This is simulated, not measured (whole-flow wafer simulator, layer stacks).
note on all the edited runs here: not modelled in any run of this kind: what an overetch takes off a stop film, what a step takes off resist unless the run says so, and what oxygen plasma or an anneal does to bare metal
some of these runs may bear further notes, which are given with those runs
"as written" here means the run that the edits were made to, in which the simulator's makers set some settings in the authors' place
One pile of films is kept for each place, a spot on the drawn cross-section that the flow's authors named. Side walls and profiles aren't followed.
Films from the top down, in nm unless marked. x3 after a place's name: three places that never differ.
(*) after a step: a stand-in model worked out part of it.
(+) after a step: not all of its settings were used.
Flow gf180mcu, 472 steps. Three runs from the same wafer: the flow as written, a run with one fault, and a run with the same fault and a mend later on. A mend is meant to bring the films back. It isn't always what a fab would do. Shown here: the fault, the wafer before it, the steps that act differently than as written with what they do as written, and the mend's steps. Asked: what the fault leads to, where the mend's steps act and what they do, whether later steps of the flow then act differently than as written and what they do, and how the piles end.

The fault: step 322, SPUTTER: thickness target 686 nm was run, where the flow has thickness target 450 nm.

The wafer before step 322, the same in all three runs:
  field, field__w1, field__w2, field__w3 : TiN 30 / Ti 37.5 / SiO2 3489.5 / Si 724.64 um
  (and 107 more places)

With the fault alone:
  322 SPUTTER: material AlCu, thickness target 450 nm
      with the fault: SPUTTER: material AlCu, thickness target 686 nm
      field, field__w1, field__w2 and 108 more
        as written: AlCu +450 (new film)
        with the fault: AlCu +686 (new film)
  Later steps of the flow that act differently than as written:
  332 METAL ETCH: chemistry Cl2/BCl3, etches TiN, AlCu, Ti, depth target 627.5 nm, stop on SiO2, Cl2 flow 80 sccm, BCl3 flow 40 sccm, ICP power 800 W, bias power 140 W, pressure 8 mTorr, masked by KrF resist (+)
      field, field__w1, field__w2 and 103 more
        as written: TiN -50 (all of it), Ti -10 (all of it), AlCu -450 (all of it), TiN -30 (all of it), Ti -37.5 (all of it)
        with the fault: TiN -50 (all of it), Ti -10 (all of it), AlCu -567.5
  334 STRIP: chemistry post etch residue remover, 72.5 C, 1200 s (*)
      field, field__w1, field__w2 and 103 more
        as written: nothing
        with the fault: AlCu -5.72
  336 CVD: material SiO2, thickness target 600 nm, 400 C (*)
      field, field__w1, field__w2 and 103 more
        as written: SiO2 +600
        with the fault: SiO2 +600 (new film)
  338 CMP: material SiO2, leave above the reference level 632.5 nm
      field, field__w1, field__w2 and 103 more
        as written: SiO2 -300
        with the fault: SiO2 -244.3
  At the end the piles differ from the flow's by more than 2% or 0.5 nm, whichever is larger, at field, field__w1, field__w2 and 109 more.
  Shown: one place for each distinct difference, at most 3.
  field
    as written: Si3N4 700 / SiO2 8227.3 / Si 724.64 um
    with the fault: Si3N4 700 / SiO2 4793.5 / AlCu 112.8 / TiN 30 / Ti 37.5 / SiO2 3489.5 / Si 724.64 um
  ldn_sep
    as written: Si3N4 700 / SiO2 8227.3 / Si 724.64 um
    with the fault: Si3N4 700 / SiO2 4793.5 / AlCu 112.8 / TiN 30 / Ti 37.5 / SiO2 3489.4 / Si 724.64 um
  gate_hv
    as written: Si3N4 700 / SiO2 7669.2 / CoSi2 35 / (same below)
    with the fault: Si3N4 700 / SiO2 4793.5 / AlCu 112.8 / TiN 30 / Ti 37.5 / SiO2 2931.3 / CoSi2 35 / (same below)

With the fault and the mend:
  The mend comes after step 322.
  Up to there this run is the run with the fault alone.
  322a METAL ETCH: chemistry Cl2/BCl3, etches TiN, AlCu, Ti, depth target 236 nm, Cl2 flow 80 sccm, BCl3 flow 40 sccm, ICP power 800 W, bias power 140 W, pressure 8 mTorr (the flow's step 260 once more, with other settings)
      field, field__w1, field__w2 and 108 more
        AlCu -236
  No later step of the flow acts differently than as written at any place that is followed.
  At the end the piles are the same as the flow's at every place that both follow.
